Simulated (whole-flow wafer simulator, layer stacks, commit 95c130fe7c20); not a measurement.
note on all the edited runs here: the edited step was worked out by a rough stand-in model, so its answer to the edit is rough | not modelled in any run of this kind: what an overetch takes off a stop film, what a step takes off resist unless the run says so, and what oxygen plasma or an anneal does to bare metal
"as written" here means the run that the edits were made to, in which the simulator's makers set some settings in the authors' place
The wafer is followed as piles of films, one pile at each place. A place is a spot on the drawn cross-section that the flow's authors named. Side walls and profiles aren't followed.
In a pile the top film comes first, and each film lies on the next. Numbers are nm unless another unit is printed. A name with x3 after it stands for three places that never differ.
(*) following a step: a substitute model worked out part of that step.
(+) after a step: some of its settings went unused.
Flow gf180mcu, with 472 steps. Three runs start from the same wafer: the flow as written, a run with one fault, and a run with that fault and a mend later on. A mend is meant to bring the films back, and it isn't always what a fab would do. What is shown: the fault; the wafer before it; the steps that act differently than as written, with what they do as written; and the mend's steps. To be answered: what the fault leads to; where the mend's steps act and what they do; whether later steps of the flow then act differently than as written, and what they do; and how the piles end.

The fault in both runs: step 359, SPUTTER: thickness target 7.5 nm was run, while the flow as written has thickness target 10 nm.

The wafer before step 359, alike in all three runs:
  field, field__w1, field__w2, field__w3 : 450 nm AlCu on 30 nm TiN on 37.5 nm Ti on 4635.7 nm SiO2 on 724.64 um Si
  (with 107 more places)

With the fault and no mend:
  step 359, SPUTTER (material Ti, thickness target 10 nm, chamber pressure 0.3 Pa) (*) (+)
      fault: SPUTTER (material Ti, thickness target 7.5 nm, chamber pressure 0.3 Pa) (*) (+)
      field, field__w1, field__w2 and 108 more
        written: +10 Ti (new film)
        fault: +7.5 Ti (new film)
  Steps later in the flow that act otherwise than as written (5 other steps are not shown; they differ only slightly, by no more than 2% or 0.5 nm, whichever is larger):
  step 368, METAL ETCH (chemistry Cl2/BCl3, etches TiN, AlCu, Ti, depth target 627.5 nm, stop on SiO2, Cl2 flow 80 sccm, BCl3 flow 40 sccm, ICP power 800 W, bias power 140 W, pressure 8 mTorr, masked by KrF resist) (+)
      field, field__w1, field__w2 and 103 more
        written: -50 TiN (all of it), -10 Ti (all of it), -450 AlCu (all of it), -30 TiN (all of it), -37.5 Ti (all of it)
        fault: -50 TiN (all of it), -7.5 Ti (all of it), -450 AlCu (all of it), -30 TiN (all of it), -37.5 Ti (all of it)
  By the end, the piles at field__w8, contact, m1, m1__w1, m1_nw depart from the flow's by more than 2% or 0.5 nm, whichever is larger.
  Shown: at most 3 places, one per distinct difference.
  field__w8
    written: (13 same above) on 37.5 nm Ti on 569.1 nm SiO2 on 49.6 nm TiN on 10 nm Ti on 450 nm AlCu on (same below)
    fault: (13 same above) on 37.5 nm Ti on 571.6 nm SiO2 on 49.6 nm TiN on 7.5 nm Ti on 450 nm AlCu on (same below)
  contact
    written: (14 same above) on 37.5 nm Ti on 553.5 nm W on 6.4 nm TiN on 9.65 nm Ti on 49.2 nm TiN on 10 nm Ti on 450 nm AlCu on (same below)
    fault: (14 same above) on 37.5 nm Ti on 556 nm W on 6.39 nm TiN on 9.64 nm Ti on 49.2 nm TiN on 7.5 nm Ti on 450 nm AlCu on (same below)

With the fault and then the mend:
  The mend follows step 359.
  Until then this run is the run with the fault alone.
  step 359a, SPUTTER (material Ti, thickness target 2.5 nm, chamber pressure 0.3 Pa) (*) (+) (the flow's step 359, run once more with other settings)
      field, field__w1, field__w2 and 108 more
        +2.5 Ti
  Later steps of the flow that are run all act as written at every place that is followed.
  At every place that both follow, the piles at the end match the flow's.
